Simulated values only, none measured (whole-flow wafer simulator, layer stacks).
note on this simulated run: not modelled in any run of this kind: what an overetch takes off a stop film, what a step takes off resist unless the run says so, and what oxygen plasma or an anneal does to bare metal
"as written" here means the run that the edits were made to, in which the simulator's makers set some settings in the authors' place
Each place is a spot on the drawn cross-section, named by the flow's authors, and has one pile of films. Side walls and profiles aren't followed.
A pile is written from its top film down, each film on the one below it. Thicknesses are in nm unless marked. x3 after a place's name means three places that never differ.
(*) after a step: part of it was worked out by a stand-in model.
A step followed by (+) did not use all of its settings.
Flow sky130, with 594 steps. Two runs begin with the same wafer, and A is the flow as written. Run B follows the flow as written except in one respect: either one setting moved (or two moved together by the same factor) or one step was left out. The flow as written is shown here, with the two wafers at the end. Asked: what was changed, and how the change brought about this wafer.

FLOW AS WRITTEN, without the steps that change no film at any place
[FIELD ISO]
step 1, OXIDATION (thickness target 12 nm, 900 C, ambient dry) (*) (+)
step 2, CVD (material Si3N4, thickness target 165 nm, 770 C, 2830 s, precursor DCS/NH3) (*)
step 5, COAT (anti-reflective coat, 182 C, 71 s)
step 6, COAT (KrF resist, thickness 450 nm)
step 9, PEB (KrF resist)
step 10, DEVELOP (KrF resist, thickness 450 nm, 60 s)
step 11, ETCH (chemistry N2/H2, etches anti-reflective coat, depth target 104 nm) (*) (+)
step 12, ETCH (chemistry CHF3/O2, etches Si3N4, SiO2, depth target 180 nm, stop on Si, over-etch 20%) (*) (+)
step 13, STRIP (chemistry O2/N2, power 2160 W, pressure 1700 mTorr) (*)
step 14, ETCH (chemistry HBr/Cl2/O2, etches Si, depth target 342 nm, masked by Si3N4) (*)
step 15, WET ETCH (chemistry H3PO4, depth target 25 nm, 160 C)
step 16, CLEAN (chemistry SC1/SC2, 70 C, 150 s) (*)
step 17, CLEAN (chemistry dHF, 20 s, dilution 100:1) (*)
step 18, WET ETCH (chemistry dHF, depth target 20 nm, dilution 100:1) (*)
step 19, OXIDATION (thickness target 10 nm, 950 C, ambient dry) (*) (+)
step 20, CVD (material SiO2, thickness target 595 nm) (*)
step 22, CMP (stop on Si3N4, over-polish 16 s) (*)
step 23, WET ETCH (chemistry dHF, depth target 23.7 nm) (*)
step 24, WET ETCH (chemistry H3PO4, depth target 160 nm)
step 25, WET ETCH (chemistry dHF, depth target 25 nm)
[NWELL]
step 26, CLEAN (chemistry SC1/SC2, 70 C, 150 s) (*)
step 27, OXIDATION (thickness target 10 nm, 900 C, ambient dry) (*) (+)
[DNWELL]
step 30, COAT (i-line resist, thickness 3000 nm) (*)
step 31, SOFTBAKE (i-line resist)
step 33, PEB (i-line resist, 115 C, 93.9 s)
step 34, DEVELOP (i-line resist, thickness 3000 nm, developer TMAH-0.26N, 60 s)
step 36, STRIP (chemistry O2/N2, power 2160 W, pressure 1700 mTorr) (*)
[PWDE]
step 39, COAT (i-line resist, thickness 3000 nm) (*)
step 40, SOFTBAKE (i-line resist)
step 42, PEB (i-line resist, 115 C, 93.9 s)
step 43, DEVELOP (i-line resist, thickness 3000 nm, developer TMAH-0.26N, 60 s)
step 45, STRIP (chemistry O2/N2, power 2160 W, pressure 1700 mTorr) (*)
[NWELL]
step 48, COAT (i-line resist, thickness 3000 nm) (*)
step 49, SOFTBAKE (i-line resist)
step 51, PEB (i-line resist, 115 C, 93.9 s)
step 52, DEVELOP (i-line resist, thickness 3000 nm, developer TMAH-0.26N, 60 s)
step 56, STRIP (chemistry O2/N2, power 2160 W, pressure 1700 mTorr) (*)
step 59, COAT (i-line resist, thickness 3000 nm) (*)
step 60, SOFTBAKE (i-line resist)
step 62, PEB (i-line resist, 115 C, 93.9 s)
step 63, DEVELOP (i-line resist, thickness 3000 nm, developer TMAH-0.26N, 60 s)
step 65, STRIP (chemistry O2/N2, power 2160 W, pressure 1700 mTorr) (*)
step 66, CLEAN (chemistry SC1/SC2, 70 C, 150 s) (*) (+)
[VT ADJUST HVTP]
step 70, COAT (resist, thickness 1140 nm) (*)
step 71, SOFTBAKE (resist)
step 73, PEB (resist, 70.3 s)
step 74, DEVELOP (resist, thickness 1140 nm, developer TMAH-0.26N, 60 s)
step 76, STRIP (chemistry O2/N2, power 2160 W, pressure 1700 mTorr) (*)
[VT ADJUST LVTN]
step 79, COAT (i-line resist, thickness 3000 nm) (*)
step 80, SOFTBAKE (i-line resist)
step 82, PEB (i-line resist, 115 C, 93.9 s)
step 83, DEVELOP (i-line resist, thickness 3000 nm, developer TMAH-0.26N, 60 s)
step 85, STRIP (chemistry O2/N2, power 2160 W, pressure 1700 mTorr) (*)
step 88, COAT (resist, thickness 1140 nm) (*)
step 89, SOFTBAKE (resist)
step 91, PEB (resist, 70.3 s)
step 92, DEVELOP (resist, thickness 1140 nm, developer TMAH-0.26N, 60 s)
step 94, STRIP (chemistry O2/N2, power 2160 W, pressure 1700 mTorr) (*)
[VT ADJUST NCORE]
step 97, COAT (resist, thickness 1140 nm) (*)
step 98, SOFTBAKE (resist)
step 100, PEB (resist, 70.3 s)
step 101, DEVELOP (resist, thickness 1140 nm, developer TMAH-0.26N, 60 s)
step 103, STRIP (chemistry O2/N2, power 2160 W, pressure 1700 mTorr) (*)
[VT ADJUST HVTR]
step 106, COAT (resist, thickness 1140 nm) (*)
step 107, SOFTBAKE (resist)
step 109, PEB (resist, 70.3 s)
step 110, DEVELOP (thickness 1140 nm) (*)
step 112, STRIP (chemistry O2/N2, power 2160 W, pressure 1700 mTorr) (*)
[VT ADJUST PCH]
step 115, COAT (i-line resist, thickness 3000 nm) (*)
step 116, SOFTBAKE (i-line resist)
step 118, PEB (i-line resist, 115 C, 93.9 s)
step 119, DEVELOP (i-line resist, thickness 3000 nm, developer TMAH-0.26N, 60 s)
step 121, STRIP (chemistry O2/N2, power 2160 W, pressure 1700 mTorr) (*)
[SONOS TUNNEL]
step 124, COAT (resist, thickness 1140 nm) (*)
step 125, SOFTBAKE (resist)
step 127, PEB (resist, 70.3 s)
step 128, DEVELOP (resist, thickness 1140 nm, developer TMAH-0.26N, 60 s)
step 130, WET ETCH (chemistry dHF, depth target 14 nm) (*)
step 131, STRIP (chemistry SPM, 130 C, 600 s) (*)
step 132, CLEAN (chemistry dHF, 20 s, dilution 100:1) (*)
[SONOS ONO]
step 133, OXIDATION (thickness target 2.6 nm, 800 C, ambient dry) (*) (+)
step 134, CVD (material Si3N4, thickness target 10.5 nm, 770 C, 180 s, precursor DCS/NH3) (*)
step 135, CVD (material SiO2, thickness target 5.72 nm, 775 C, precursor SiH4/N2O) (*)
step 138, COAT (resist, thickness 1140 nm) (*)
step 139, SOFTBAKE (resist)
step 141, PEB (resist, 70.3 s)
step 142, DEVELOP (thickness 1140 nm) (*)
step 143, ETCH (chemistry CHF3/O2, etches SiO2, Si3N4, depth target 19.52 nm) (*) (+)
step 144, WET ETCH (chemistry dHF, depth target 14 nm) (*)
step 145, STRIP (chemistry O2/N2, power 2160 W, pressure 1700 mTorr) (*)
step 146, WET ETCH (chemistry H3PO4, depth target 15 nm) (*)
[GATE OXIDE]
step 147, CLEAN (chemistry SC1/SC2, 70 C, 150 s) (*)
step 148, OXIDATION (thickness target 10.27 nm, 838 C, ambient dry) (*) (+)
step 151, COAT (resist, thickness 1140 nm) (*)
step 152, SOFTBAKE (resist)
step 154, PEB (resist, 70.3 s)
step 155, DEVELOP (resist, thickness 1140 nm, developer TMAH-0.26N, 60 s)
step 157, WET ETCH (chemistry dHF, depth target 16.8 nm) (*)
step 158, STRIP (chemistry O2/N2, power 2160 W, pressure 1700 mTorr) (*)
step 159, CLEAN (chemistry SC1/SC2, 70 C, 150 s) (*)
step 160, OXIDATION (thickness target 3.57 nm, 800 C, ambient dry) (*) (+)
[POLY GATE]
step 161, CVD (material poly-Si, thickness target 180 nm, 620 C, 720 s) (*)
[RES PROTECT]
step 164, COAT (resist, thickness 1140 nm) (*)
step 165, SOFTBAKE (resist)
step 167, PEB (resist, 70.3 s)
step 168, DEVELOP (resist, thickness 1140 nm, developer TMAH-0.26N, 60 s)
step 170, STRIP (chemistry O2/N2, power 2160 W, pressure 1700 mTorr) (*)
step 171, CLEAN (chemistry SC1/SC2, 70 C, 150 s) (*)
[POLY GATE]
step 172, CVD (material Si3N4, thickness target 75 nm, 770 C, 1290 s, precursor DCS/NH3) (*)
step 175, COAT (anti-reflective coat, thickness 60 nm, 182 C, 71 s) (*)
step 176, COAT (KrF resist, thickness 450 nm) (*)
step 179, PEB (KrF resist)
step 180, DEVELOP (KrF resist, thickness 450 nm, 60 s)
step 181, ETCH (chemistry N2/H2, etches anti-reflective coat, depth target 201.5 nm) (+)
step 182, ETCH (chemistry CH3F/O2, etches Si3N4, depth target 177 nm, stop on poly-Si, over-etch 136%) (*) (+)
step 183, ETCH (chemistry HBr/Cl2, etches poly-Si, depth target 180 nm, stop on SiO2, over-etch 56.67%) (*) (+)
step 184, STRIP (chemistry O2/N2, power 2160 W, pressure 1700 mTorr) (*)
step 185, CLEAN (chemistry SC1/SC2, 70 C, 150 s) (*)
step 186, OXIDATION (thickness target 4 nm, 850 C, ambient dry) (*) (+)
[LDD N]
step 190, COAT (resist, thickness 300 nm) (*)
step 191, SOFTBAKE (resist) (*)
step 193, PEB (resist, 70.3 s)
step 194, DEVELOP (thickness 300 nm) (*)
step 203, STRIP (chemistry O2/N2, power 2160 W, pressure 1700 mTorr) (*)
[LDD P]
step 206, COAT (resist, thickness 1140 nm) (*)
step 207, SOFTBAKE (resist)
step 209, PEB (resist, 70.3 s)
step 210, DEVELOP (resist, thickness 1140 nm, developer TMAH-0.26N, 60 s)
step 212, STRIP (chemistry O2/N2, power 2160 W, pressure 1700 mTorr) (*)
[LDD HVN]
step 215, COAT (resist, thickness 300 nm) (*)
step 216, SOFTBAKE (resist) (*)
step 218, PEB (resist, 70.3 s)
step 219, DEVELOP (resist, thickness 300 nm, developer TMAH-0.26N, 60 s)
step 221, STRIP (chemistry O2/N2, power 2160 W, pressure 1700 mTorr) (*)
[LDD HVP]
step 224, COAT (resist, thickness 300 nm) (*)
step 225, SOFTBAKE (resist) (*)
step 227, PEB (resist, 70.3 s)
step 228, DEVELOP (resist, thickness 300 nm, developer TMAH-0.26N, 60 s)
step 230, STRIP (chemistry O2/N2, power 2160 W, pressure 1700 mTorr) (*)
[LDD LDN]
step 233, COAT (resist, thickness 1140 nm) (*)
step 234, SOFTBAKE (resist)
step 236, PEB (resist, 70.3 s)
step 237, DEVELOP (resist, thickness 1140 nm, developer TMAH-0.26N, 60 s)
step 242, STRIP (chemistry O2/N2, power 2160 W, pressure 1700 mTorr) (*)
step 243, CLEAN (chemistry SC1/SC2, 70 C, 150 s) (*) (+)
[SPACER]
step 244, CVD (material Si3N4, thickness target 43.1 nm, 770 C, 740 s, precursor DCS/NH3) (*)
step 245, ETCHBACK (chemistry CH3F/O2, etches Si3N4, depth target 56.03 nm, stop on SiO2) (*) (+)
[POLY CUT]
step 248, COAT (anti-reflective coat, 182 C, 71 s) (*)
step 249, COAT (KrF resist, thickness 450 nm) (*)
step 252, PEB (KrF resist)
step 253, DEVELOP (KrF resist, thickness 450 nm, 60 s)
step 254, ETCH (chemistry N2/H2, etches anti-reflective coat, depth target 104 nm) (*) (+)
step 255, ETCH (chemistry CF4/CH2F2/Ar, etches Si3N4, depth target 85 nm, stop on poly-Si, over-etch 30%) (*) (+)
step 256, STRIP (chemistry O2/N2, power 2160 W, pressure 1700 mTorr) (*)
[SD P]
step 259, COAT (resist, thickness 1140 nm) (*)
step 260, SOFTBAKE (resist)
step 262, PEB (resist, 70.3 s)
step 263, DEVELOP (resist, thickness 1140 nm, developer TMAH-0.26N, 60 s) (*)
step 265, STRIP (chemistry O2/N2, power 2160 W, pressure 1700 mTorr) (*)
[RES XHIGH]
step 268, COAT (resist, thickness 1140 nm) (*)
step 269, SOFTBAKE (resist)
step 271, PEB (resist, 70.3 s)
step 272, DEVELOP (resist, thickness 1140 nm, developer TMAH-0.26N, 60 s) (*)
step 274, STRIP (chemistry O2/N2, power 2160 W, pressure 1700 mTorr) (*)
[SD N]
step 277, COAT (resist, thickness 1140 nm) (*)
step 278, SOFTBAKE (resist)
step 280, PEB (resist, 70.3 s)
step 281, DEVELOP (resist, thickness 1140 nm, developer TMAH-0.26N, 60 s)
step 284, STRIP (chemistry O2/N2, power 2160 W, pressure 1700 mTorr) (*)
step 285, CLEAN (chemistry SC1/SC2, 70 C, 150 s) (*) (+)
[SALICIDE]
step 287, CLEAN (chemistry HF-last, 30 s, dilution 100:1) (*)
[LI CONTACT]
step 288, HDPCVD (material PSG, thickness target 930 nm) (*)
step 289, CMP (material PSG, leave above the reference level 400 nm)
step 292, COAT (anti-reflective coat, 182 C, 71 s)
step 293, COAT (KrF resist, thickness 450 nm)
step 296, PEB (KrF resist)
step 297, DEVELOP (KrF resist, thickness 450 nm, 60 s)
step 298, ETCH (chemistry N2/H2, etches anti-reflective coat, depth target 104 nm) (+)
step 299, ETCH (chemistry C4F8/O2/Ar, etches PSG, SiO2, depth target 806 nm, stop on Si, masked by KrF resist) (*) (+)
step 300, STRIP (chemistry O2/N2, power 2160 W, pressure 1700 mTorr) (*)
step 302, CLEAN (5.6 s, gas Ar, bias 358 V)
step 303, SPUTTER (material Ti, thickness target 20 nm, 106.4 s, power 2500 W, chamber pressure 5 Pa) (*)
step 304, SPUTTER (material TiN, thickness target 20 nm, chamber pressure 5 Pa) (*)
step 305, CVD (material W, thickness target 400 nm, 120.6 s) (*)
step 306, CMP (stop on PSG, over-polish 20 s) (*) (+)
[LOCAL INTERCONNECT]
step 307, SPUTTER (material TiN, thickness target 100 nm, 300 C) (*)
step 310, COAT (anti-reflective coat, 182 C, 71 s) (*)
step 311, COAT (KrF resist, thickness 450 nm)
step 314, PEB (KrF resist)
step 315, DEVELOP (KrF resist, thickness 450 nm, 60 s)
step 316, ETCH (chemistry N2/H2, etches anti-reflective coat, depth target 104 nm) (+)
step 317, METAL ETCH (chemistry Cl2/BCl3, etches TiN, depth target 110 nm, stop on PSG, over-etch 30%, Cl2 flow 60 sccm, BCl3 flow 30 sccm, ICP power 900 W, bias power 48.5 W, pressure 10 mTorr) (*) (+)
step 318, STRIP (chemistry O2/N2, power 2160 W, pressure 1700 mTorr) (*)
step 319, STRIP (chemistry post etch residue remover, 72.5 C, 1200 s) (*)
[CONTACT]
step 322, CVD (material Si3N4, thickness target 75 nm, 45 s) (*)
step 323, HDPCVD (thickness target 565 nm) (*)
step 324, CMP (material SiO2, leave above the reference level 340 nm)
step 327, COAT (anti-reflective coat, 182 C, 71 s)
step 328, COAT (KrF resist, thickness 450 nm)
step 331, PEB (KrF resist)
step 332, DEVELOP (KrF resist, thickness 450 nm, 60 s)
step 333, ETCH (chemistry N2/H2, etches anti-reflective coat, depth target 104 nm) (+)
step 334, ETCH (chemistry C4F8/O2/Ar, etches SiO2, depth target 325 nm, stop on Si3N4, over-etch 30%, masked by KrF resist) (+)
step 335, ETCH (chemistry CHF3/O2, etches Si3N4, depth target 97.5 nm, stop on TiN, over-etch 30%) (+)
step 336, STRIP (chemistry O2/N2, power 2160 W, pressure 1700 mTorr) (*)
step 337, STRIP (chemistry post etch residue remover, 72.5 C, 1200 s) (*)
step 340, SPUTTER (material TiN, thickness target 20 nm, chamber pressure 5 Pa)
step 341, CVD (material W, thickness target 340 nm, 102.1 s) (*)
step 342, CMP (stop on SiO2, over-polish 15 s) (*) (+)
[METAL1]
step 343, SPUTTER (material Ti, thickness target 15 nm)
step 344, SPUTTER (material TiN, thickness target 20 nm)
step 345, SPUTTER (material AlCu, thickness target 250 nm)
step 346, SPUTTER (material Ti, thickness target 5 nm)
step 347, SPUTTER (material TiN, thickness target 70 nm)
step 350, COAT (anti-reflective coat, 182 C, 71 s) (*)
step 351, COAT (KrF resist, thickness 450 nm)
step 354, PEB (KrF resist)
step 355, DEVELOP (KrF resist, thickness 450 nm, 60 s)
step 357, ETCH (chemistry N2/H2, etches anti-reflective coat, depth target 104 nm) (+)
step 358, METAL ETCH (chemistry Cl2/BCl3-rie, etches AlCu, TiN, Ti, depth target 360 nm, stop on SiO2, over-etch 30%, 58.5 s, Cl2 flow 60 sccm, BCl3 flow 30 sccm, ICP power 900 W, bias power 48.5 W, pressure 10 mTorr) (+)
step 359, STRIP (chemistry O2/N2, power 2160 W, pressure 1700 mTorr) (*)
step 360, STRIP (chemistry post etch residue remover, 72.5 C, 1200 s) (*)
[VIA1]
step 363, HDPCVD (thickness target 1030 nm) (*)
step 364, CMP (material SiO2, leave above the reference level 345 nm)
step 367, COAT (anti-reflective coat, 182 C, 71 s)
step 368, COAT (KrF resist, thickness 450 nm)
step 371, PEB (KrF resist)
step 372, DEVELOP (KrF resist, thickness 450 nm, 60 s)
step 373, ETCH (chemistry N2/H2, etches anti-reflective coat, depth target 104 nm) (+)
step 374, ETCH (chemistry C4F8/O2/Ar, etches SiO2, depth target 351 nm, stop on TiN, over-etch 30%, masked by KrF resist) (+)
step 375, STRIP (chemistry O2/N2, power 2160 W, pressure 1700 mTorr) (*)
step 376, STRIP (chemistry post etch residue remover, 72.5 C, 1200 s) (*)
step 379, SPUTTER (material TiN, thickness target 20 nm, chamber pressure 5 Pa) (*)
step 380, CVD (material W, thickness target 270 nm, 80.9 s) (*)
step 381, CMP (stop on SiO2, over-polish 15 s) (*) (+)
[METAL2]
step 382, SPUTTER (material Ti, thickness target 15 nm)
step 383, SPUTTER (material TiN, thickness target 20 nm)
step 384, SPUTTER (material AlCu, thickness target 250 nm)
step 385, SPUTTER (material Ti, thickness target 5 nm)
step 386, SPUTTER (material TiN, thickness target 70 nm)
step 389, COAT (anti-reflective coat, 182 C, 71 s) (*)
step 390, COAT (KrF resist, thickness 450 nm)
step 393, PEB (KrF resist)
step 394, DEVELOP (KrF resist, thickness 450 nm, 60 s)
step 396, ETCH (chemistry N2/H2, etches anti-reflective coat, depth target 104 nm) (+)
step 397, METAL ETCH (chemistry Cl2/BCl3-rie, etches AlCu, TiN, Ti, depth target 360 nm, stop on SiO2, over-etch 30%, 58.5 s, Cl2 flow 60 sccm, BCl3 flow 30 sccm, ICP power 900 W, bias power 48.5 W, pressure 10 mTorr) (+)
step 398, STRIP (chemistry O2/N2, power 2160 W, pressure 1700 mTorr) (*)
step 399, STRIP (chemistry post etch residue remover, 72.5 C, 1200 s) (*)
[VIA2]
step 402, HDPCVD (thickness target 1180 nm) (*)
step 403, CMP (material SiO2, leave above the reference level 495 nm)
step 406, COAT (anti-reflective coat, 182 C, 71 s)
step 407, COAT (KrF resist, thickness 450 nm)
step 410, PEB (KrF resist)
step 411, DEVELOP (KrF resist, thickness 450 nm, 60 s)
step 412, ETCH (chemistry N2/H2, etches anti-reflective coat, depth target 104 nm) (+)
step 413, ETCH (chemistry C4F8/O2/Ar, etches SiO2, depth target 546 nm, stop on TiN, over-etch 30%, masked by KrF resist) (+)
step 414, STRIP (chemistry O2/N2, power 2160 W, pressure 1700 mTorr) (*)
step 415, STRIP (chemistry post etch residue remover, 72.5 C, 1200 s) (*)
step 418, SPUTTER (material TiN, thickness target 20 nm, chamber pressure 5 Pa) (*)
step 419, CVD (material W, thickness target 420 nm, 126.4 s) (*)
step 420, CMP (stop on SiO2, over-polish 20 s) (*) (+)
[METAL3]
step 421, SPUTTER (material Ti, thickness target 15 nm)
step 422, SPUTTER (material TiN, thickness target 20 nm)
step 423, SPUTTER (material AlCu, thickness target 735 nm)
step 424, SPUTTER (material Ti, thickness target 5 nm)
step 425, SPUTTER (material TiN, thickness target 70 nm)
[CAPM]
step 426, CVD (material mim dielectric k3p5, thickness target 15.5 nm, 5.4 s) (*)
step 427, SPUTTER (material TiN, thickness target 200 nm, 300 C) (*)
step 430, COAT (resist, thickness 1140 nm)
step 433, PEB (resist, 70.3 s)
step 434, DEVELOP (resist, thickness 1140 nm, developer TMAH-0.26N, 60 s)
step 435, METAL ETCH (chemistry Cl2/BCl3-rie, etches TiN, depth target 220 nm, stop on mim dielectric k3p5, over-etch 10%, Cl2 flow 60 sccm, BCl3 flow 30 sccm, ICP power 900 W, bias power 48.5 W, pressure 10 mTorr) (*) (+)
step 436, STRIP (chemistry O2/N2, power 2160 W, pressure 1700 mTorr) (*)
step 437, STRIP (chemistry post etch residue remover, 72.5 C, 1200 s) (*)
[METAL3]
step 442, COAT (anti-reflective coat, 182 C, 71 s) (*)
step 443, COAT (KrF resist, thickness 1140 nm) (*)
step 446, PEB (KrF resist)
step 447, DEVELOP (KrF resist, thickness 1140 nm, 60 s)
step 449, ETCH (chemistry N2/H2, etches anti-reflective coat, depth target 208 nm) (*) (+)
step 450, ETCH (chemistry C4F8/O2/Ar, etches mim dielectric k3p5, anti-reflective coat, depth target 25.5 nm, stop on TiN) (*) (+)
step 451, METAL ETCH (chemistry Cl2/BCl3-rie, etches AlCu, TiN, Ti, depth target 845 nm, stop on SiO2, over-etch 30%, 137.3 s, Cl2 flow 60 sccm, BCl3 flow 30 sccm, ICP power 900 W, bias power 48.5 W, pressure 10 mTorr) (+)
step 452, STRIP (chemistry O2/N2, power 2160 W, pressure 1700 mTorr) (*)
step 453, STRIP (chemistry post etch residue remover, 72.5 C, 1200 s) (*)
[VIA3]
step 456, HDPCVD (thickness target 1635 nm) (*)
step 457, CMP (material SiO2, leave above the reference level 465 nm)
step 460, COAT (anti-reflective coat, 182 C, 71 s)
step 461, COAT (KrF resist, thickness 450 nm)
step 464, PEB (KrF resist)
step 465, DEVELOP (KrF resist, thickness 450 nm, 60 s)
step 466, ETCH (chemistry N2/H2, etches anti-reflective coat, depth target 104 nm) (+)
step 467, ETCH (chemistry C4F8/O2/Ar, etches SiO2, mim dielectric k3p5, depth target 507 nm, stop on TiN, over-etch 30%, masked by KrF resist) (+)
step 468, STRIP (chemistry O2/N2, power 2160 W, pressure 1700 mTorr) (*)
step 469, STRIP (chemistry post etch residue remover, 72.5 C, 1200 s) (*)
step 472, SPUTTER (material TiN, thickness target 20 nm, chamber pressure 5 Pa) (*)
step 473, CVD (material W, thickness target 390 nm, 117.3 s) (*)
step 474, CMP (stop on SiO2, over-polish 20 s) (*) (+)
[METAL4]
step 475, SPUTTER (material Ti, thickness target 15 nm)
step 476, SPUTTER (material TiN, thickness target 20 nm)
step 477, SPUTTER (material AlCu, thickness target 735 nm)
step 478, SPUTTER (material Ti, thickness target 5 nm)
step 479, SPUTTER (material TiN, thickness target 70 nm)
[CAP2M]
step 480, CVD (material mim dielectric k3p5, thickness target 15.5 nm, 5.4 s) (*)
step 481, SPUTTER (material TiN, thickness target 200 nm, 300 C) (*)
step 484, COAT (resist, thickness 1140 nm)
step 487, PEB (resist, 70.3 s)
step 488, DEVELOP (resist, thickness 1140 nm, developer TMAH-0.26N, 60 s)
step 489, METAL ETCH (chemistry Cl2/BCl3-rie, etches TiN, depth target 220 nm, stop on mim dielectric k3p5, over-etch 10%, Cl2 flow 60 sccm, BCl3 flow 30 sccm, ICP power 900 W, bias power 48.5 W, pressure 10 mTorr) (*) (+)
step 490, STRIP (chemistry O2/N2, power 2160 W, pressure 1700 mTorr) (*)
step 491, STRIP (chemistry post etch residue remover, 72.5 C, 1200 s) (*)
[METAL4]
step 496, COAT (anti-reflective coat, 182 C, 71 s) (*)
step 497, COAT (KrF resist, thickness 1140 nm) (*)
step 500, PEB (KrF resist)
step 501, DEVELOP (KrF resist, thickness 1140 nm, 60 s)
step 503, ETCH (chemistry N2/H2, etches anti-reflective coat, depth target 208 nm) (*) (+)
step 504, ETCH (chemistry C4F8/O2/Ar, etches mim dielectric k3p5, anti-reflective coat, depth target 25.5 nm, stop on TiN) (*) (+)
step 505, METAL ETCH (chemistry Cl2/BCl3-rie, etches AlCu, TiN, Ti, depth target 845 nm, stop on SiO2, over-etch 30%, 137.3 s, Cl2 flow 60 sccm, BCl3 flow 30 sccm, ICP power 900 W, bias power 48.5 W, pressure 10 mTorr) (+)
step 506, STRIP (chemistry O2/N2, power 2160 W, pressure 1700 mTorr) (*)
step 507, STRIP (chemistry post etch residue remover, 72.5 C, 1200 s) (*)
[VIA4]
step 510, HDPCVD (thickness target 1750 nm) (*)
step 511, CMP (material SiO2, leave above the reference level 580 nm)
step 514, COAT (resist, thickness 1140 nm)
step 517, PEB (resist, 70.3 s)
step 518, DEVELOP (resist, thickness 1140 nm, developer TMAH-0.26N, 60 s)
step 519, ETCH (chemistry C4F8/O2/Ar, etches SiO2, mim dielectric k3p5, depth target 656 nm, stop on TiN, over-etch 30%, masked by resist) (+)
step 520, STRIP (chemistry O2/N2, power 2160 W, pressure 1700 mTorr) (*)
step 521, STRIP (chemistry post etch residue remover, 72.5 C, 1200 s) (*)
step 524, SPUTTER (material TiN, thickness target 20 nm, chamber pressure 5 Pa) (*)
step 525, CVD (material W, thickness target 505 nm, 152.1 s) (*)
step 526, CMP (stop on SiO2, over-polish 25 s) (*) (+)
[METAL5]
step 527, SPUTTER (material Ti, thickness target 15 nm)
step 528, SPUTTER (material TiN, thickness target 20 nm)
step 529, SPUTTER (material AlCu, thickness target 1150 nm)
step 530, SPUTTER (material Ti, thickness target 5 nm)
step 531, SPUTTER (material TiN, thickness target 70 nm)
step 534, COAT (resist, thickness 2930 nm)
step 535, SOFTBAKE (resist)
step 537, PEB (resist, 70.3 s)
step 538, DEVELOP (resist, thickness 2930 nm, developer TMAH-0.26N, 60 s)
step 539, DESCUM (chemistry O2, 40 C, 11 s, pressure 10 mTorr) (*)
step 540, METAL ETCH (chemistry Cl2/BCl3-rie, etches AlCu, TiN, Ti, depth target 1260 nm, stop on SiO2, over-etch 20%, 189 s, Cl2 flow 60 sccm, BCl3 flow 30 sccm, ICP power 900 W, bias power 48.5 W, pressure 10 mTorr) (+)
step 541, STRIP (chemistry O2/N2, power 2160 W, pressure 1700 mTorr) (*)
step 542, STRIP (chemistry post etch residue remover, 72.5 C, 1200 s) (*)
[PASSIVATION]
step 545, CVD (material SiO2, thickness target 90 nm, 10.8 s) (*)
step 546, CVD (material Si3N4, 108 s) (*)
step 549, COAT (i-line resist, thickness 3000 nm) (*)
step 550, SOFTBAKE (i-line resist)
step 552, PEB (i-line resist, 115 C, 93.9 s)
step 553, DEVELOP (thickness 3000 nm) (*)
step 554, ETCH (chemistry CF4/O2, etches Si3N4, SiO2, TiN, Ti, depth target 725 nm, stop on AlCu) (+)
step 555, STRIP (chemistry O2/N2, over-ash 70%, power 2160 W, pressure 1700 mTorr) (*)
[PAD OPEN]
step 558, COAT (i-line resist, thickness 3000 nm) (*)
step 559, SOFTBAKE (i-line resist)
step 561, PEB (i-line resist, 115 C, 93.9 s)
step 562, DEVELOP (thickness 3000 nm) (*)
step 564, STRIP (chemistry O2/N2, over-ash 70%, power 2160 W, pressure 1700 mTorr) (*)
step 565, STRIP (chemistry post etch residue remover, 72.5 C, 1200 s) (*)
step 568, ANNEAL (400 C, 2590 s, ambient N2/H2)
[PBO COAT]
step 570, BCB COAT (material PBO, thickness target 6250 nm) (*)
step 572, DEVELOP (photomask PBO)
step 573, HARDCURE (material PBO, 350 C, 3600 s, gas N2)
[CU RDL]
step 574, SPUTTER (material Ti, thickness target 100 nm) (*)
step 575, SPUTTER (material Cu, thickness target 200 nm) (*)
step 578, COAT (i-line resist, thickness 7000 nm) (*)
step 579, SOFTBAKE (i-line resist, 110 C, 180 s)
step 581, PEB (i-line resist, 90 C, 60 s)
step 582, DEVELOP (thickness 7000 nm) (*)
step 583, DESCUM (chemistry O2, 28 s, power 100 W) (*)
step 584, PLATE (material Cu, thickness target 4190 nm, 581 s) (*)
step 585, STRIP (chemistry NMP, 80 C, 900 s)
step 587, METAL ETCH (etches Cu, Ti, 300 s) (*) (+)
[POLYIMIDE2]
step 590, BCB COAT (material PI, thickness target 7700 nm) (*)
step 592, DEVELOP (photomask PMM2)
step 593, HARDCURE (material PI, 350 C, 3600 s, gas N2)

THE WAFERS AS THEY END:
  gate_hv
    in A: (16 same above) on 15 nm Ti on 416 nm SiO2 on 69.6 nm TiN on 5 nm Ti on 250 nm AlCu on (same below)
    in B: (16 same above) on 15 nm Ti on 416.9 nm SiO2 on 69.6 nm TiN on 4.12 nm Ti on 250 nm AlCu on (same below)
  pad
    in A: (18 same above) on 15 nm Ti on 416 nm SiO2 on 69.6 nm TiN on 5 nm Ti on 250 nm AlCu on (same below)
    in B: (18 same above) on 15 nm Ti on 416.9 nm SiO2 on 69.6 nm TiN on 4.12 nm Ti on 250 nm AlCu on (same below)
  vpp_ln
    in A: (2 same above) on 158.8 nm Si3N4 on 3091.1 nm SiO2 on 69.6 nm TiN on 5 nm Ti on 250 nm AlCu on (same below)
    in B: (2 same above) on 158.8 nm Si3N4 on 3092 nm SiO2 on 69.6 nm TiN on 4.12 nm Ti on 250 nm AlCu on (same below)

The reason: step 385, SPUTTER: thickness target 4.12 nm was run, whereas the flow has thickness target 5 nm.
The wafer lets one read it off: gate_hv has Ti 4.12, and step 385 as written asks for 5 nm.

The path from the change to this, step by step:
  step 385, SPUTTER (material Ti, thickness target 5 nm)
      field, active, n_well and 188 more: A Ti gains 5 (new film) | B Ti gains 4.12 (new film)
  step 397, METAL ETCH (chemistry Cl2/BCl3-rie, etches AlCu, TiN, Ti, depth target 360 nm, stop on SiO2, over-etch 30%, 58.5 s, Cl2 flow 60 sccm, BCl3 flow 30 sccm, ICP power 900 W, bias power 48.5 W, pressure 10 mTorr) (+)
      field, active, gate and 82 more: A TiN loses 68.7 (all of it), Ti loses 5 (all of it), AlCu loses 250 (all of it), TiN loses 20 (all of it), Ti loses 15 (all of it), SiO2 loses 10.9 | B TiN loses 68.7 (all of it), Ti loses 4.12 (all of it), AlCu loses 250 (all of it), TiN loses 20 (all of it), Ti loses 15 (all of it), SiO2 loses 11
